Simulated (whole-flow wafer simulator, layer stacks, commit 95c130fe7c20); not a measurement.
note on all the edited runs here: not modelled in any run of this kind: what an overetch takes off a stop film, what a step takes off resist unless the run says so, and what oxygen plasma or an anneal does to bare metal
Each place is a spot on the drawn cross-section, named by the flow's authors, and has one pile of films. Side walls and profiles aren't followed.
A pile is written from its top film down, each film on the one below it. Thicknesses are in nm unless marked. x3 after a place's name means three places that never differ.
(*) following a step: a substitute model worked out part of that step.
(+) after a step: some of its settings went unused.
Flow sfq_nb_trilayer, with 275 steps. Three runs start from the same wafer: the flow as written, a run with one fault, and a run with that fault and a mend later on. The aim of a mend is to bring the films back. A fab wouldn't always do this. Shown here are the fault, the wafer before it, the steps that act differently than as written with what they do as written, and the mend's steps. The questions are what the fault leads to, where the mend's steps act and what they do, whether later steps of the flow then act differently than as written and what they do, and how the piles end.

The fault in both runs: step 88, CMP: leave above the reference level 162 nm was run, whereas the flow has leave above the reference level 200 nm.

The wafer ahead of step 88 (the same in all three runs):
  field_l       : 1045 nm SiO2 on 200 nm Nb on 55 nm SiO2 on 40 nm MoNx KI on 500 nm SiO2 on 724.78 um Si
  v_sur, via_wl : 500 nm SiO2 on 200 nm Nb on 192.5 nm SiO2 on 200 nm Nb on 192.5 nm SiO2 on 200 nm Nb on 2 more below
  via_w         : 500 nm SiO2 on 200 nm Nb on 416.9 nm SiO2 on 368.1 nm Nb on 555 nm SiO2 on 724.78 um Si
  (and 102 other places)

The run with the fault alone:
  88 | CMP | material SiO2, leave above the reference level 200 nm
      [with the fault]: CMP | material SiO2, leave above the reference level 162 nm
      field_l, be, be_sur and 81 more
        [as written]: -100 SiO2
        [with the fault]: -138 SiO2
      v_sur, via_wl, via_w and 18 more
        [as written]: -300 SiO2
        [with the fault]: -338 SiO2
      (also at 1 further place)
  Steps later in the flow that act otherwise than as written (4 more steps, not shown, differ only slightly: by at most 2% or 0.5 nm, whichever is larger):
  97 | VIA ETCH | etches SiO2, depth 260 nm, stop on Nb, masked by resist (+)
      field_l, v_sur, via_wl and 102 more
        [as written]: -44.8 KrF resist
        [with the fault]: -41.9 KrF resist
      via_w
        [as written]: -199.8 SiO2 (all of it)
        [with the fault]: -161.8 SiO2 (all of it)
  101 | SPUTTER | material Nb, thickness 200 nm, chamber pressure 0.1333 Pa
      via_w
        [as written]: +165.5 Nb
        [with the fault]: +173.8 Nb
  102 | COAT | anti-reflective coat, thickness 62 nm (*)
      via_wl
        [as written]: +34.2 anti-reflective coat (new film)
        [with the fault]: +33.3 anti-reflective coat (new film)
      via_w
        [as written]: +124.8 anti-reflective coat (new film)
        [with the fault]: +114.8 anti-reflective coat (new film)
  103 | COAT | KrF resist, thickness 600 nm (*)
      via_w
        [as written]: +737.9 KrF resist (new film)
        [with the fault]: +707.2 KrF resist (new film)
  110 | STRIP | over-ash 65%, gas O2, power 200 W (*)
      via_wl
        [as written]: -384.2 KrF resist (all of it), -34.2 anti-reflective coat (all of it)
        [with the fault]: -389.3 KrF resist (all of it), -33.3 anti-reflective coat (all of it)
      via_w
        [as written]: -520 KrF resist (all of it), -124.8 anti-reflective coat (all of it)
        [with the fault]: -489.3 KrF resist (all of it), -114.8 anti-reflective coat (all of it)
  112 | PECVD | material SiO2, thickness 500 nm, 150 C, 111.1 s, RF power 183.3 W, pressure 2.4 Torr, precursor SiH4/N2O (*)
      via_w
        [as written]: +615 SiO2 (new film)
        [with the fault]: +544.2 SiO2 (new film)
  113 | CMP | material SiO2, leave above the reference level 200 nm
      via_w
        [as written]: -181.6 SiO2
        [with the fault]: -157.1 SiO2
  The piles end different from the flow's at v_sur, via_wl, via_w and 74 more by more than 2% or 0.5 nm, whichever is larger.
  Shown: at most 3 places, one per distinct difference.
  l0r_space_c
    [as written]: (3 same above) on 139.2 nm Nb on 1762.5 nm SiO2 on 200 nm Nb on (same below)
    [with the fault]: (3 same above) on 139.2 nm Nb on 1724.5 nm SiO2 on 200 nm Nb on (same below)
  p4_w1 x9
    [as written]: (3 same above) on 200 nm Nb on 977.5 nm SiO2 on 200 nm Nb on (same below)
    [with the fault]: (3 same above) on 200 nm Nb on 939.5 nm SiO2 on 200 nm Nb on (same below)
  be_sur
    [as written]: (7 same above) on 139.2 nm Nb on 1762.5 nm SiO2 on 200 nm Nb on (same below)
    [with the fault]: (7 same above) on 139.2 nm Nb on 1724.5 nm SiO2 on 200 nm Nb on (same below)

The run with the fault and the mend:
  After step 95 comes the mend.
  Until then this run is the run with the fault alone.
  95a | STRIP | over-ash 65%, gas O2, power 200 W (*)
      field_l, v_sur, via_wl and 102 more
        -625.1 KrF resist (all of it), -62 anti-reflective coat (all of it)
      via_w
        -62 anti-reflective coat (all of it)
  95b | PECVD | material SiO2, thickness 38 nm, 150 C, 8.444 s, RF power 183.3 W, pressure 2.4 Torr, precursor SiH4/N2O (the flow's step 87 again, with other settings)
      field_l, v_sur, via_wl and 103 more
        +38 SiO2
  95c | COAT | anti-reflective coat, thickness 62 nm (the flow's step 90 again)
      field_l, v_sur, via_wl and 103 more
        +62 anti-reflective coat (new film)
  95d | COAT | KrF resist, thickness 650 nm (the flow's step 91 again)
      field_l, v_sur, via_wl and 103 more
        +650 KrF resist (new film)
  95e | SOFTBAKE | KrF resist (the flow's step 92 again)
      does not change any film at any place that is followed
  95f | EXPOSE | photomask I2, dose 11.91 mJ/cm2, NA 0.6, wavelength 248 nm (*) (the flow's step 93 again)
      does not change any film at any place that is followed
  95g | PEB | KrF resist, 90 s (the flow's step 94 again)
      field_l, v_sur, via_wl and 103 more
        -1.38 KrF resist
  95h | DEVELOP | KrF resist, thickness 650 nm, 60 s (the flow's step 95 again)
      field_l, v_sur, via_wl and 102 more
        -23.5 KrF resist
      via_w
        -648.6 KrF resist (all of it)
  None of the later steps of the flow acts differently than as written at any place that is followed.
  At every place that both follow, the piles at the end match the flow's.
